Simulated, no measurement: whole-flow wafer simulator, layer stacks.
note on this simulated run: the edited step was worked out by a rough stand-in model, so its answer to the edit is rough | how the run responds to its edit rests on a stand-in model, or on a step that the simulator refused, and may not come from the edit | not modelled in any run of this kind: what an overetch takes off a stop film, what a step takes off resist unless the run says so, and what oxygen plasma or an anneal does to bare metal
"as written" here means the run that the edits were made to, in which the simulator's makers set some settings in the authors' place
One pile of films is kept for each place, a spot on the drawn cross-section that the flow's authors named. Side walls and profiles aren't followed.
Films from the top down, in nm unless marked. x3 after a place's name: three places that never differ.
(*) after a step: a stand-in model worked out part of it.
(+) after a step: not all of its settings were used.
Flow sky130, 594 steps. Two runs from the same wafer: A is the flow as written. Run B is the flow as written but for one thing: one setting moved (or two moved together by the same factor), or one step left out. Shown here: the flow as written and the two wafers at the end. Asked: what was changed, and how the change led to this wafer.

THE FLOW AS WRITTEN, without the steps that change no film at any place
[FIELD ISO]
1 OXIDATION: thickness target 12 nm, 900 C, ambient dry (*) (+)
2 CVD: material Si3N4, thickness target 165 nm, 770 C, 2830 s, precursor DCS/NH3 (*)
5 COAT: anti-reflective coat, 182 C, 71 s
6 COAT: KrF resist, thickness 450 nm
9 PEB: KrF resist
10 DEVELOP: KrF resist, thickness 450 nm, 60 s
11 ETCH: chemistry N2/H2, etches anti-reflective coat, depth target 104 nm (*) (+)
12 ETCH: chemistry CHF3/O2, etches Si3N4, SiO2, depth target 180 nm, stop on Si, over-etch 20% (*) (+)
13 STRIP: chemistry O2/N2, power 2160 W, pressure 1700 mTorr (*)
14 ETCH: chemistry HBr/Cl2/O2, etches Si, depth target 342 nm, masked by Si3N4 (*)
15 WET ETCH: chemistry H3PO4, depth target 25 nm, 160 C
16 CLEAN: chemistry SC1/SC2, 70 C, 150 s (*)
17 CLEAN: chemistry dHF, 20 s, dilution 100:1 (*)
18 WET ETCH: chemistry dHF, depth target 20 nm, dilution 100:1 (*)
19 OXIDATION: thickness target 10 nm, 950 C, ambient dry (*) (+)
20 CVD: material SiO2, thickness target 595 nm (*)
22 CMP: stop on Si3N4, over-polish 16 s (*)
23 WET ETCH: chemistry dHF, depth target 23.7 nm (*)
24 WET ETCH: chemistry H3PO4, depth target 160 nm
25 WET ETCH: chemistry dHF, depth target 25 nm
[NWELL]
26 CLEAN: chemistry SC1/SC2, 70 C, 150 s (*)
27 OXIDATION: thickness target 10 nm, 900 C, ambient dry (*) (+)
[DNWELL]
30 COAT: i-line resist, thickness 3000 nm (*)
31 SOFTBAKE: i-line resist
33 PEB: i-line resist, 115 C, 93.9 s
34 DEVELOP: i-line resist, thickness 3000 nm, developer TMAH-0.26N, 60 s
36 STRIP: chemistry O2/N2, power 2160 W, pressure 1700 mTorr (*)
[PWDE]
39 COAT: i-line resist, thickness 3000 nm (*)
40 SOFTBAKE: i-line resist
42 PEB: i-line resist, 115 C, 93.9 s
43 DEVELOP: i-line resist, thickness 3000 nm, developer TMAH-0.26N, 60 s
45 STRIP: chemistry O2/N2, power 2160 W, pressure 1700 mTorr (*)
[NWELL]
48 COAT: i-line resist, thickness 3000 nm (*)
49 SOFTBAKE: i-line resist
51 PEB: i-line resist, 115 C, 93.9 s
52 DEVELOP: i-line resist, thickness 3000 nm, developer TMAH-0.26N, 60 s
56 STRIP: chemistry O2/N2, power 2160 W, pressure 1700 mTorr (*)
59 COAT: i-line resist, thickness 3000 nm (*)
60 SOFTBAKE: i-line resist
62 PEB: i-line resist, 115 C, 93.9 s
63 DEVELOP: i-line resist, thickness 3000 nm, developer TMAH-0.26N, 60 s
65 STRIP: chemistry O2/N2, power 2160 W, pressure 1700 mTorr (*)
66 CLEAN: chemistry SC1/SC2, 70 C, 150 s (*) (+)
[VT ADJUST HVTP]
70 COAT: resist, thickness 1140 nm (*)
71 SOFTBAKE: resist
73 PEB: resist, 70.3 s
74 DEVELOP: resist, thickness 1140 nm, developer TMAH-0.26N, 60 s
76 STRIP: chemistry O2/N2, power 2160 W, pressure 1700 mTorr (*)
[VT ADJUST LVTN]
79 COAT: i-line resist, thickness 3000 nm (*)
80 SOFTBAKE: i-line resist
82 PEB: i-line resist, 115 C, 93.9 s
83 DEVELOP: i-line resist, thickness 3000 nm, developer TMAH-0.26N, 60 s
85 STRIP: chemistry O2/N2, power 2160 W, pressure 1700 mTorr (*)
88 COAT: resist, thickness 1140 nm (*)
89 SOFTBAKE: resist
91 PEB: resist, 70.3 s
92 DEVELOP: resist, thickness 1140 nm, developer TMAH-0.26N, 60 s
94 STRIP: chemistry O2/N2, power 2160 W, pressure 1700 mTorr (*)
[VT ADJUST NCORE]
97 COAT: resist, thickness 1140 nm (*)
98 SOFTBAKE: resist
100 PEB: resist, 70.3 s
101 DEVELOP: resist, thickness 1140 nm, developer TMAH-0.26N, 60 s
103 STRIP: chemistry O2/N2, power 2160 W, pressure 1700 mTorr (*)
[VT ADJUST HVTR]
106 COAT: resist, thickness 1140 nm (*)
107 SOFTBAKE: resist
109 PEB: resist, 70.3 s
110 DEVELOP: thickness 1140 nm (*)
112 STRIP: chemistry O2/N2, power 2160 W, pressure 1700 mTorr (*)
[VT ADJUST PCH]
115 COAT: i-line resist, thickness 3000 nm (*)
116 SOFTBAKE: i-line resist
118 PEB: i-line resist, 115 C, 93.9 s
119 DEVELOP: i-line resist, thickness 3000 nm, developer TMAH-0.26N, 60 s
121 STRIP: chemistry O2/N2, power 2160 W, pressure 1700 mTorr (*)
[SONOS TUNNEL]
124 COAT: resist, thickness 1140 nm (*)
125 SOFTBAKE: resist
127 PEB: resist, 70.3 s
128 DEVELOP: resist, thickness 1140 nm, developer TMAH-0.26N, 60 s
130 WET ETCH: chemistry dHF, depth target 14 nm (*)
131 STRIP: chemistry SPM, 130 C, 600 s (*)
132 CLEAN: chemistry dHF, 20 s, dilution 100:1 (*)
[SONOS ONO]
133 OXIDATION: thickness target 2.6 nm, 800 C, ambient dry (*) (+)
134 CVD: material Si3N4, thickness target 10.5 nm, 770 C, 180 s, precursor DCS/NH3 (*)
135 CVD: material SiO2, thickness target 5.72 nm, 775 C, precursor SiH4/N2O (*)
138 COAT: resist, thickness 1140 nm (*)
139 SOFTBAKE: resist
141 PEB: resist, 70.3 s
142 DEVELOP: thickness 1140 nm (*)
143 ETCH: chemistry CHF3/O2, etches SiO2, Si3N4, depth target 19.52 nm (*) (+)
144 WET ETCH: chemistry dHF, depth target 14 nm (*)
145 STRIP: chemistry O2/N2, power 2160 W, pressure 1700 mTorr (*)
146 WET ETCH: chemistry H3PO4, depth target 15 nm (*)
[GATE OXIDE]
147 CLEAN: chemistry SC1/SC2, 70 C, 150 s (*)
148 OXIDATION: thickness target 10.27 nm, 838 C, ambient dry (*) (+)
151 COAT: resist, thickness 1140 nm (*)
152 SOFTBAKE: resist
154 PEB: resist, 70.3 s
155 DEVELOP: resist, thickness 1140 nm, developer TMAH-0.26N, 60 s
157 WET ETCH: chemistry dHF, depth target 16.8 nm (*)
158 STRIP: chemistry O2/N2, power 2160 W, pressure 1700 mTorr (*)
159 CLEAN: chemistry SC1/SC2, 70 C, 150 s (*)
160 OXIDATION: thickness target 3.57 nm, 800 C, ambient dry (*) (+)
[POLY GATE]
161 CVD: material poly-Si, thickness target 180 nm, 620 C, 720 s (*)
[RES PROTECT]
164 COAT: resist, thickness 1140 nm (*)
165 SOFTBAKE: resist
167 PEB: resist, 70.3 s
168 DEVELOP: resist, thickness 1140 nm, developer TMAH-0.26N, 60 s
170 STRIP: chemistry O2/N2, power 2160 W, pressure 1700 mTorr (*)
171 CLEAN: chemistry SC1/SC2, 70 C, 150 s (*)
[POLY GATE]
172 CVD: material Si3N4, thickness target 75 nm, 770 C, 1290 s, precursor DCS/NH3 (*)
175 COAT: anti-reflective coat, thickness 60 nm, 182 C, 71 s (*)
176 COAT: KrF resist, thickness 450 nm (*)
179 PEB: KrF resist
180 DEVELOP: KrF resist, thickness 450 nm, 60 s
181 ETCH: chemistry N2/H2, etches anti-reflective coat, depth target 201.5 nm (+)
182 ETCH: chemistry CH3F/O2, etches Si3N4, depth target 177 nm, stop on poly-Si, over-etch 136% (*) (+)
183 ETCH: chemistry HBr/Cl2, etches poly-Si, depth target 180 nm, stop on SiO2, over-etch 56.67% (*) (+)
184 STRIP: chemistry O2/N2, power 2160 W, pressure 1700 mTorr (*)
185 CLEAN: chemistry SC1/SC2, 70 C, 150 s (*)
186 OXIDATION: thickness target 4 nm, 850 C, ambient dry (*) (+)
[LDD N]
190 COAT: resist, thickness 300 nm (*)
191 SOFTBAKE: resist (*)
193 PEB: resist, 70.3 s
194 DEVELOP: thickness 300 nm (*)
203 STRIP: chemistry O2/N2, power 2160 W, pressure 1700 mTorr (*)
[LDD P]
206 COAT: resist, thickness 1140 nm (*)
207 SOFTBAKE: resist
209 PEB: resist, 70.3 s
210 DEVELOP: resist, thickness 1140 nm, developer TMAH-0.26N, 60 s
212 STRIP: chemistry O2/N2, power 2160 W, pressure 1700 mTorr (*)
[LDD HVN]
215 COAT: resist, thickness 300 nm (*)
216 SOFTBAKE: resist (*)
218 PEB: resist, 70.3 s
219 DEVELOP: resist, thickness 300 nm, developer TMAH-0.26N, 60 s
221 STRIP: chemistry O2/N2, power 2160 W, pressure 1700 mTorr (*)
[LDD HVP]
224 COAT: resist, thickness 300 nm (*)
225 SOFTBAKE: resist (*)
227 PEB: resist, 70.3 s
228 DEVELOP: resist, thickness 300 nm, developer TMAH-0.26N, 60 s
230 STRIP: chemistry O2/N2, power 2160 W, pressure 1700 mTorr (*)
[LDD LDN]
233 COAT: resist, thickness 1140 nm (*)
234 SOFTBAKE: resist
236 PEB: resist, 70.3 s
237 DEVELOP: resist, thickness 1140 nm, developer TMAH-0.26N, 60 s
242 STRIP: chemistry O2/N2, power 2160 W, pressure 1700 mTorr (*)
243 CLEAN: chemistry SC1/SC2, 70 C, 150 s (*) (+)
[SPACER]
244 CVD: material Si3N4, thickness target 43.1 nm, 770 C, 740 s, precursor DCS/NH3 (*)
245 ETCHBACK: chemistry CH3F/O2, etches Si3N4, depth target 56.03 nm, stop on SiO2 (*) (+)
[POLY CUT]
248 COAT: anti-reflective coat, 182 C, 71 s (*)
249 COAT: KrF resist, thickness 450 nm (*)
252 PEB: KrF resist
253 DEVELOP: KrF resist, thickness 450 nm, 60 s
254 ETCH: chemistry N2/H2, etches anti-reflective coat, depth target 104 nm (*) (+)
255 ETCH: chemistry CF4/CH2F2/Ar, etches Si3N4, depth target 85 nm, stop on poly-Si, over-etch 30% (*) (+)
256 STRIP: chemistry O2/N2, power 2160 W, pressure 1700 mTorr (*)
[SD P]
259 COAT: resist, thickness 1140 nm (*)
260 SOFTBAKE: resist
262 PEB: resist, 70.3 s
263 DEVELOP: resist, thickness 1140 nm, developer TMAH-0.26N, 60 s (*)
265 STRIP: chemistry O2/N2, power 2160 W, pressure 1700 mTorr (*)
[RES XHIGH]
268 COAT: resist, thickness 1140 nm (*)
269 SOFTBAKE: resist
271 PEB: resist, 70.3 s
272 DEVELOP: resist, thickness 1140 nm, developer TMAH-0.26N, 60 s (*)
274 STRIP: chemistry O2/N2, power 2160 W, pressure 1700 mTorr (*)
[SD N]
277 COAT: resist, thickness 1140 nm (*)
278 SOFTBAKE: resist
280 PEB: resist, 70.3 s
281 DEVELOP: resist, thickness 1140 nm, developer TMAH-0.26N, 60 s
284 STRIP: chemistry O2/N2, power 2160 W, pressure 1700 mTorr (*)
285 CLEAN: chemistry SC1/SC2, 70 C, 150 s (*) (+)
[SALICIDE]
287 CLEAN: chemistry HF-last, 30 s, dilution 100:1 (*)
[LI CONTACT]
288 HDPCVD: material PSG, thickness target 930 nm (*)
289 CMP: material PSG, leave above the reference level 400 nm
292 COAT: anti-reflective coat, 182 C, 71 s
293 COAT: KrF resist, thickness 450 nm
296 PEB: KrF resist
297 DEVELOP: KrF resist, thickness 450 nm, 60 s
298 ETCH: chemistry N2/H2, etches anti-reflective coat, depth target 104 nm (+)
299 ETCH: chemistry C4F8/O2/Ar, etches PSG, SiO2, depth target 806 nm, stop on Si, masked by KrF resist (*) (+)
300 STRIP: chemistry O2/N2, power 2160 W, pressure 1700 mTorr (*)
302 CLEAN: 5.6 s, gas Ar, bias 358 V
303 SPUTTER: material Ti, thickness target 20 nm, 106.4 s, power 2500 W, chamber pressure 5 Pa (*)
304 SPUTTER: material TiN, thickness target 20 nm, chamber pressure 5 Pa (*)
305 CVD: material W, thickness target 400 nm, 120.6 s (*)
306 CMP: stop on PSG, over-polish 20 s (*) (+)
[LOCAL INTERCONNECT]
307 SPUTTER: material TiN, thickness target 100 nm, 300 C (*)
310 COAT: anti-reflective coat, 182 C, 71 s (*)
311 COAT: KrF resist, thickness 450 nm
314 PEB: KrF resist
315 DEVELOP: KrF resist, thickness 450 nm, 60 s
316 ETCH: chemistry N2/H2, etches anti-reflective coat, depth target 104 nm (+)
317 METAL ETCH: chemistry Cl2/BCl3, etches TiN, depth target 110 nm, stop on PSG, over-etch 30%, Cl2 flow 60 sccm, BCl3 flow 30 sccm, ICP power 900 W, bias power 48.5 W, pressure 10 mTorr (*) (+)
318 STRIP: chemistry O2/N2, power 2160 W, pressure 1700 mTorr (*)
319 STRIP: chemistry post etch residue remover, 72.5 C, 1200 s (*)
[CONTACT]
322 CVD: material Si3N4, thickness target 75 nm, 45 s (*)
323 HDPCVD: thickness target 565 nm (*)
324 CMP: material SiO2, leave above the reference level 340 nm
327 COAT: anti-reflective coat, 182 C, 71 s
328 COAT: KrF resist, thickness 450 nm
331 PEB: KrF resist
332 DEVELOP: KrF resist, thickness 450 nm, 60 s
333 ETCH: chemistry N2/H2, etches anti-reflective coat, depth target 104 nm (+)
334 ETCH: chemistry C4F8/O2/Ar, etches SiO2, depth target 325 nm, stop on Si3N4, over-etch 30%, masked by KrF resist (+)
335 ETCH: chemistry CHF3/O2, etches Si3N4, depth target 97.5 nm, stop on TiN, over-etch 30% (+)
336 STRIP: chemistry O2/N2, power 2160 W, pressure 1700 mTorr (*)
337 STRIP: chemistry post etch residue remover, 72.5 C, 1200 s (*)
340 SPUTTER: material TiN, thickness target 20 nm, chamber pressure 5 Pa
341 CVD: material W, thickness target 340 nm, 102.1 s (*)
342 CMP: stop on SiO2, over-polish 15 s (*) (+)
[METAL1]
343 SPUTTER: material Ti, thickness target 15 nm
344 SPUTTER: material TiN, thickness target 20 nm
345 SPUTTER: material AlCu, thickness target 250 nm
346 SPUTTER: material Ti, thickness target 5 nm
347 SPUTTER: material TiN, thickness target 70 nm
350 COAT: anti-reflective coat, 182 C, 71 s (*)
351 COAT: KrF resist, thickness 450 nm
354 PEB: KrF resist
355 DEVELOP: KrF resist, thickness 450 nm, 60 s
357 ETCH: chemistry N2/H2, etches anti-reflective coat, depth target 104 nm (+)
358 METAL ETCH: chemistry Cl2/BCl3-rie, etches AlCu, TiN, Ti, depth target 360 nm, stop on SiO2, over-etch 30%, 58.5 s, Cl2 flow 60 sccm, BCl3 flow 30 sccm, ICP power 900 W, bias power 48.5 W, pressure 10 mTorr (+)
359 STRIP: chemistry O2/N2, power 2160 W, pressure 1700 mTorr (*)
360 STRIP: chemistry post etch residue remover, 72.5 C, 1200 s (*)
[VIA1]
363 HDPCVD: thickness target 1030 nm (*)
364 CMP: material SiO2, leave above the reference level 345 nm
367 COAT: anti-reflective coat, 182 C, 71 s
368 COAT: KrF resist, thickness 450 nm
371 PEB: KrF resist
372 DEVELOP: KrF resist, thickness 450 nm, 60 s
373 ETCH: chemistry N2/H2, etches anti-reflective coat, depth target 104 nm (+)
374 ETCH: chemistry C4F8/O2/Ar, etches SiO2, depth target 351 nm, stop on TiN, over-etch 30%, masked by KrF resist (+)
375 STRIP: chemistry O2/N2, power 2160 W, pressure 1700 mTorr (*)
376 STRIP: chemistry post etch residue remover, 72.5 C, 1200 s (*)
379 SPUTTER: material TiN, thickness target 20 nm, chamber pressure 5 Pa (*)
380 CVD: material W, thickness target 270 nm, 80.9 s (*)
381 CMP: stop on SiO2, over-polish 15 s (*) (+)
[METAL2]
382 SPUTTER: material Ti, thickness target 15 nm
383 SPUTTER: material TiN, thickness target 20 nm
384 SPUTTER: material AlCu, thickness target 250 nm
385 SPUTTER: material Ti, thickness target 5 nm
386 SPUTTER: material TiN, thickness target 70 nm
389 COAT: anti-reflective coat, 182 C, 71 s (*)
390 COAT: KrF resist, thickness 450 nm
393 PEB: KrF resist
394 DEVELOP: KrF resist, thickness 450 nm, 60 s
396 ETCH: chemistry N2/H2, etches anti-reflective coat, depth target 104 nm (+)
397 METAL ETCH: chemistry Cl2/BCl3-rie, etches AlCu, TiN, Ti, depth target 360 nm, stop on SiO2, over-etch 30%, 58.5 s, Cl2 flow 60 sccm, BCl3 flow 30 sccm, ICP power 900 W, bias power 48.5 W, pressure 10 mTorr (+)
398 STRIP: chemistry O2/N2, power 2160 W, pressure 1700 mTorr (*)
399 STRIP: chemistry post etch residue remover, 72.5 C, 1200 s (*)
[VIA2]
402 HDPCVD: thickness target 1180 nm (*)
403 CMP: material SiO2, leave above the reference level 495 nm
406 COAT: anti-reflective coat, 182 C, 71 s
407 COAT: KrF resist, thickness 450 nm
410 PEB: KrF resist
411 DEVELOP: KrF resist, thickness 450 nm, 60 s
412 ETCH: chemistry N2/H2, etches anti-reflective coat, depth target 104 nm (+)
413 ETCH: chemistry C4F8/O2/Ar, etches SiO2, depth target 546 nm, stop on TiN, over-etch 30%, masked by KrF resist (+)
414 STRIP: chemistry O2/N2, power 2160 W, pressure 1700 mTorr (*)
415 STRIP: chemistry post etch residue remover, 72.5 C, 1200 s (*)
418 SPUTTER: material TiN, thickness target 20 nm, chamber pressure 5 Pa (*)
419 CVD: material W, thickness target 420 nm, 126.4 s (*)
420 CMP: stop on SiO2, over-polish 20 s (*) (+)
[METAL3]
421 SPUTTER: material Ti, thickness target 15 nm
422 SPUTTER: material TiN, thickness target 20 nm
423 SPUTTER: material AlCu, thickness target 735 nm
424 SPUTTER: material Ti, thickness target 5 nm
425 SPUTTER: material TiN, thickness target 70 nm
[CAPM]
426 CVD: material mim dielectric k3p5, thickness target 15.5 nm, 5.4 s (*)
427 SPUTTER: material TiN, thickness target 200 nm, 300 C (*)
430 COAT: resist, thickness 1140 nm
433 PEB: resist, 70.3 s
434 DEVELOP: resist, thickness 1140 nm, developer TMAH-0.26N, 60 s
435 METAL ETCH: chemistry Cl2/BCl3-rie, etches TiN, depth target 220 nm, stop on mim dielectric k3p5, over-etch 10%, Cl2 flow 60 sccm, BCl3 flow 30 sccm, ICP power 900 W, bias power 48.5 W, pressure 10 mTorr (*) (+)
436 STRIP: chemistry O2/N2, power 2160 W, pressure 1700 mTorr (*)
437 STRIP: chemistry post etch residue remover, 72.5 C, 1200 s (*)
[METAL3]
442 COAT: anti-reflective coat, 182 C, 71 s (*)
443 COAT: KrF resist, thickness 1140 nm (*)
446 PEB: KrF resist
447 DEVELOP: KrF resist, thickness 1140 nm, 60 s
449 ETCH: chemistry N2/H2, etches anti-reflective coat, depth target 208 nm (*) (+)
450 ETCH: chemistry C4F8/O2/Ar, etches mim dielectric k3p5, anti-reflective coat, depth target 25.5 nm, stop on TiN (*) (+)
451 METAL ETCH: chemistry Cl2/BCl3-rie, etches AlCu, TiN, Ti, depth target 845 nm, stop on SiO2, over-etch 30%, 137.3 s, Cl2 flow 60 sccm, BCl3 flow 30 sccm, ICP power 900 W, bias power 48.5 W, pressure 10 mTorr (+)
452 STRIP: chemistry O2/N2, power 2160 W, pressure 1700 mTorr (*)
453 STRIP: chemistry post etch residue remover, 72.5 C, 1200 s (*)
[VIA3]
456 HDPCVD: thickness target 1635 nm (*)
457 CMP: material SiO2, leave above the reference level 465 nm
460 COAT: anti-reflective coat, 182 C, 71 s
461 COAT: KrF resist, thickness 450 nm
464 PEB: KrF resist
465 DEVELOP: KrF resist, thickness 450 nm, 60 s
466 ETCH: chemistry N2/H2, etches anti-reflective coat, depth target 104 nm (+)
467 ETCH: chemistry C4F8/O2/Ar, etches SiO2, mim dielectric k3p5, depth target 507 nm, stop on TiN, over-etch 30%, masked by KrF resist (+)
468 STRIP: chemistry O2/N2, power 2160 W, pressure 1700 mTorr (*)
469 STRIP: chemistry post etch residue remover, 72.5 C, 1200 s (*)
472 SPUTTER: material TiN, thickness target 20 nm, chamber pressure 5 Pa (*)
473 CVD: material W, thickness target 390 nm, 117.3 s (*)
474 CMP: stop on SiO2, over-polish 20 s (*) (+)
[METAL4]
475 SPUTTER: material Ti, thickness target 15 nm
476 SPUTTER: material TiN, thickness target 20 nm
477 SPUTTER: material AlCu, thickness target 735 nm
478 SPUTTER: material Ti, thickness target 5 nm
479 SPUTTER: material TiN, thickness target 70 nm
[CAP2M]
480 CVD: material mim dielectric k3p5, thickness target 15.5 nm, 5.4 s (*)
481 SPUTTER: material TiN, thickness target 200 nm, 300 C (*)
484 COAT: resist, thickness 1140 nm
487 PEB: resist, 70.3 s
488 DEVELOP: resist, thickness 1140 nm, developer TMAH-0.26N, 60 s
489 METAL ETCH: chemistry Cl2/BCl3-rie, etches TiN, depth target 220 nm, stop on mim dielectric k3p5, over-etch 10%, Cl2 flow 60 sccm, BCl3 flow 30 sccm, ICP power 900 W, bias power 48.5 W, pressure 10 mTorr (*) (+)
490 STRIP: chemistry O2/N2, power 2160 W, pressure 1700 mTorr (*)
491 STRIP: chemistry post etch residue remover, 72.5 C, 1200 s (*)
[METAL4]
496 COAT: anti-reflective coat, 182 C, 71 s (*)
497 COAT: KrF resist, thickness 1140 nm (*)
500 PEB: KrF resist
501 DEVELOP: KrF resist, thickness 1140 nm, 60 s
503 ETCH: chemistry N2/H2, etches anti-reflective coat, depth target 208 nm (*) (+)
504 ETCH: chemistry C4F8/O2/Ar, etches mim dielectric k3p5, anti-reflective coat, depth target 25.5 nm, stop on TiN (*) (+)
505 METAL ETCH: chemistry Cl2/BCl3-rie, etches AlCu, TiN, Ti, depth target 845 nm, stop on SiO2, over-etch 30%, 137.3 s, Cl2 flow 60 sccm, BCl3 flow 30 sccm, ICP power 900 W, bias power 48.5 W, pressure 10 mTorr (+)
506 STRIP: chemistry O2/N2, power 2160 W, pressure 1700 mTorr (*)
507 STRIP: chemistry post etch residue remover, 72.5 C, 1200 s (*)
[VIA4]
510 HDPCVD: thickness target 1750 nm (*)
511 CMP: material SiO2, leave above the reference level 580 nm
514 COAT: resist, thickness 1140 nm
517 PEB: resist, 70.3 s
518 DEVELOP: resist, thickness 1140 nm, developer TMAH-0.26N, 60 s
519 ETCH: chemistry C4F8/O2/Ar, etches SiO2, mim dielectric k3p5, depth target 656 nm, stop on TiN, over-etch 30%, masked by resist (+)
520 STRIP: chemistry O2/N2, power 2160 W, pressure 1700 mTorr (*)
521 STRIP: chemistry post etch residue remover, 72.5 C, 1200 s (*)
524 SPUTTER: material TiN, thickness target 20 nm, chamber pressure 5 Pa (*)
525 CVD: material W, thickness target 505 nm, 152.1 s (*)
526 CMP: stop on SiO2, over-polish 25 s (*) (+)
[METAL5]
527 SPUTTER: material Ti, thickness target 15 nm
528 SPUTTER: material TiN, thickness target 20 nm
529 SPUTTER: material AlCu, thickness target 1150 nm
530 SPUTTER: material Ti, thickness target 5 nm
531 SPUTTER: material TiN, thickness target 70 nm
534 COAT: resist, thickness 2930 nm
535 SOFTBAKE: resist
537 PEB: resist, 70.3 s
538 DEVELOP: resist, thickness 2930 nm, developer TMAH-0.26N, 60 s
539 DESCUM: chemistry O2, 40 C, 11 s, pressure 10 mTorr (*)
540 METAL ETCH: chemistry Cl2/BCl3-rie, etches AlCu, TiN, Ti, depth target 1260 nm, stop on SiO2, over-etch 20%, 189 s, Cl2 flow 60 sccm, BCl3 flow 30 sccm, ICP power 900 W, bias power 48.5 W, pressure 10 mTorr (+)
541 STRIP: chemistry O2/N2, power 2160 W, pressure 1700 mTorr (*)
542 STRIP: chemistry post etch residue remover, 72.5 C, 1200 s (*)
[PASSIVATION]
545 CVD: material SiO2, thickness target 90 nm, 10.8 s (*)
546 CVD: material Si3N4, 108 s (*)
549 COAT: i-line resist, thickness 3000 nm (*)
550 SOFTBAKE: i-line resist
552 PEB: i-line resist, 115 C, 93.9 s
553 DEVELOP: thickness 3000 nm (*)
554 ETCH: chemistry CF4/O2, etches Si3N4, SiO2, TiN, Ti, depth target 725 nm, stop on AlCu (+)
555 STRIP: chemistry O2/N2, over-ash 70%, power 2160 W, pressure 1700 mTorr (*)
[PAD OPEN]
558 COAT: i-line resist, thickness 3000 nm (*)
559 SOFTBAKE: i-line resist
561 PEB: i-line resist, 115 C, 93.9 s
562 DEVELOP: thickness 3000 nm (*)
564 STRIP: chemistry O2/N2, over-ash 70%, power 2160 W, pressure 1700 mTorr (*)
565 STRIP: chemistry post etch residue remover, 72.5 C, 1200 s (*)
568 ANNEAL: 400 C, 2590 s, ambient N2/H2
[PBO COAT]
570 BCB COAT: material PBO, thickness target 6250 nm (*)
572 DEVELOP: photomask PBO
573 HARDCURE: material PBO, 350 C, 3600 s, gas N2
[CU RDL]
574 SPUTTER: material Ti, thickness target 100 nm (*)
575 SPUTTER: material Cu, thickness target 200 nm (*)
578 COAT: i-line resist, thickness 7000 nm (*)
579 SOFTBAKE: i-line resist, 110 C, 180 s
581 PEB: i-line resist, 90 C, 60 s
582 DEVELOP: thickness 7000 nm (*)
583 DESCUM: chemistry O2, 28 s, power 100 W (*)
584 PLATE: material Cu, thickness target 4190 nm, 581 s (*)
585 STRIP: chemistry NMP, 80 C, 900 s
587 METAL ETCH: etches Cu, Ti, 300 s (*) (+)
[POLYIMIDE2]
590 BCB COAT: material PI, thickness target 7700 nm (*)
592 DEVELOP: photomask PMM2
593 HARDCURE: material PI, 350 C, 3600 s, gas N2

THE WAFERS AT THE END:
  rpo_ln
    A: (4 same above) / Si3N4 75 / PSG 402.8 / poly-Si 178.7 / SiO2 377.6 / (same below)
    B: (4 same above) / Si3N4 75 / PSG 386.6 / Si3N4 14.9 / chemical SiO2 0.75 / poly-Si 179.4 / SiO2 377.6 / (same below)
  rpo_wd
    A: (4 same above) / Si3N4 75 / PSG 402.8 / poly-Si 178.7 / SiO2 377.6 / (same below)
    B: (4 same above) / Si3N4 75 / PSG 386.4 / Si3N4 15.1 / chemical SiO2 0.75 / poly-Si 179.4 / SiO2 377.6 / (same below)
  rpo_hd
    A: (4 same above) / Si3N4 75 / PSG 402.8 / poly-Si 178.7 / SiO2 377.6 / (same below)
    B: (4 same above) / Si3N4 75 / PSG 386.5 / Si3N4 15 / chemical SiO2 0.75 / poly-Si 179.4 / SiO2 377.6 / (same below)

The cause: step 255, ETCH: depth target 45.9 nm was run, where the flow has depth target 85 nm.

How the change led to this, step by step:
  255 ETCH: chemistry CF4/CH2F2/Ar, etches Si3N4, depth target 85 nm, stop on poly-Si, over-etch 30% (*) (+)
      rpo_wd, rxpo_wd: A Si3N4 -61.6 (all of it), chemical SiO2 -0.75 (all of it) | B Si3N4 -45.9
      poly_licon: A Si3N4 -61.9 (all of it), chemical SiO2 -0.76 (all of it) | B Si3N4 -45.9
      (and at 187 more places)
  256 STRIP: chemistry O2/N2, power 2160 W, pressure 1700 mTorr (*)
      poly_licon, rpo_ln, rpo_wd, rpo_hd, rpo_hd_licon, rxpo_ln, rxpo_wd: A chemical SiO2 +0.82 (new film), poly-Si -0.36 | B nothing
      dice_street, dep_dnw_sti, iso_dnw_wall, grade_field_poly, de16_nwb_sti: A KrF resist -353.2 (all of it), anti-reflective coat -80 (all of it) | B KrF resist -371 (all of it), anti-reflective coat -80 (all of it)
      (and at 178 more places)
  260 SOFTBAKE: resist
      mim: A resist +10.8 | B resist +11.8
      rpo_wd: A resist -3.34 | B resist -4.26
      (and at 9 more places)
  269 SOFTBAKE: resist
      mim: A resist +10.8 | B resist +11.8
      rpo_wd: A resist -3.35 | B resist -4.26
      (and at 9 more places)
  278 SOFTBAKE: resist
      mim: A resist +10.8 | B resist +11.8
      rpo_wd: A resist -3.35 | B resist -4.26
      (and at 9 more places)
  287 CLEAN: chemistry HF-last, 30 s, dilution 100:1 (*)
      rpo_ln, rpo_wd, rpo_hd, rpo_hd_licon, rxpo_ln, rxpo_wd: A chemical SiO2 -0.77 (all of it) | B Si3N4 -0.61
      poly_licon: A chemical SiO2 -0.76 (all of it) | B Si3N4 -0.61
  289 CMP: material PSG, leave above the reference level 400 nm
      rpo_wd, rpo_hd, rxpo_wd: A PSG -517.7 | B PSG -534.1
      poly_licon, rpo_hd_licon: A PSG -517.7 | B PSG -534.4
      (and at 2 more places)
  299 ETCH: chemistry C4F8/O2/Ar, etches PSG, SiO2, depth target 806 nm, stop on Si, masked by KrF resist (*) (+)
      poly_licon: A PSG -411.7 (all of it) | B PSG -395 (all of it), Si3N4 -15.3 (all of it), chemical SiO2 -0.76 (all of it)
      rpo_hd_licon: A PSG -411.7 (all of it) | B PSG -395 (all of it), Si3N4 -15.3 (all of it), chemical SiO2 -0.75 (all of it)
  306 CMP: stop on PSG, over-polish 20 s (*) (+)
      poly_licon: A W -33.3 | B W -34
